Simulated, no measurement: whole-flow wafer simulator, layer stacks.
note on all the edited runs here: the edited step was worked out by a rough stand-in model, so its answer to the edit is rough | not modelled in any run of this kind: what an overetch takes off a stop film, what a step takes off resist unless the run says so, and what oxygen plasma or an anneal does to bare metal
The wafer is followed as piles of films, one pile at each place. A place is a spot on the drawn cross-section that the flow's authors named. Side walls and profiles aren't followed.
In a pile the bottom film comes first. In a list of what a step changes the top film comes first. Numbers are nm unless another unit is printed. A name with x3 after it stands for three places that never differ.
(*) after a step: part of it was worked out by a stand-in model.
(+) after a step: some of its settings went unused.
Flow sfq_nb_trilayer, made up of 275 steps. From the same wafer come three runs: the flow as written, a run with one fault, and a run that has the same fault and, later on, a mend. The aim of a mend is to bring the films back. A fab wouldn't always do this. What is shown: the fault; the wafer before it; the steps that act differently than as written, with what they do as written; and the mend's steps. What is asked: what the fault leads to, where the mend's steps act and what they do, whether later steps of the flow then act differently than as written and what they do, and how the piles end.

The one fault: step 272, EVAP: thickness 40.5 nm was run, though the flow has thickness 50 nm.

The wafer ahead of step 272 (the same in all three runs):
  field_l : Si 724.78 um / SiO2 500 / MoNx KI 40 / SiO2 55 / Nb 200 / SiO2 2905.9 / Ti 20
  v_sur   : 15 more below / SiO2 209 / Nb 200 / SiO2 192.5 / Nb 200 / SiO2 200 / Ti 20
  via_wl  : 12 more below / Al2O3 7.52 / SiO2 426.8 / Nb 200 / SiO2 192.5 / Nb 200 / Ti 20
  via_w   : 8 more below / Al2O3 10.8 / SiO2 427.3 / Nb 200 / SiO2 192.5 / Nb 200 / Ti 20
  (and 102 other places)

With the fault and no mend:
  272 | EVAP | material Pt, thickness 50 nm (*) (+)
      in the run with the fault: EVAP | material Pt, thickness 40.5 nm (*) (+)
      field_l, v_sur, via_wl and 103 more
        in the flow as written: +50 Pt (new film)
        in the run with the fault: +40.5 Pt (new film)
  Later steps of the flow acting differently than as written:
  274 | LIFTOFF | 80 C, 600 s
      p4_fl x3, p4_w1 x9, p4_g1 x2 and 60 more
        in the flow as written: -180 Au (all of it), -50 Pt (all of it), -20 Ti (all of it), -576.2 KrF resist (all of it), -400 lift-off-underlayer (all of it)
        in the run with the fault: -180 Au (all of it), -40.5 Pt (all of it), -20 Ti (all of it), -576.2 KrF resist (all of it), -400 lift-off-underlayer (all of it)
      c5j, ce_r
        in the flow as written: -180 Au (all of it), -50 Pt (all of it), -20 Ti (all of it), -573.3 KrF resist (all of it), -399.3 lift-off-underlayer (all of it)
        in the run with the fault: -180 Au (all of it), -40.5 Pt (all of it), -20 Ti (all of it), -573.3 KrF resist (all of it), -399.3 lift-off-underlayer (all of it)
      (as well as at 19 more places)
  The piles end different from the flow's at field_l, v_sur, via_wl and 8 more by more than 2% or 0.5 nm, whichever is larger.
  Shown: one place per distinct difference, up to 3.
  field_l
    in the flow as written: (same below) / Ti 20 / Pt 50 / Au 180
    in the run with the fault: (same below) / Ti 20 / Pt 40.5 / Au 180

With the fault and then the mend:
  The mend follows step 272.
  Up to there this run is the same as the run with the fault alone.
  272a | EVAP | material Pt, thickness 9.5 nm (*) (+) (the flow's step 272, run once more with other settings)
      field_l, v_sur, via_wl and 103 more
        +9.5 Pt
  Every later step of the flow that is run acts as written at every place that is followed.
  The piles end the same as the flow's at every place that both follow.
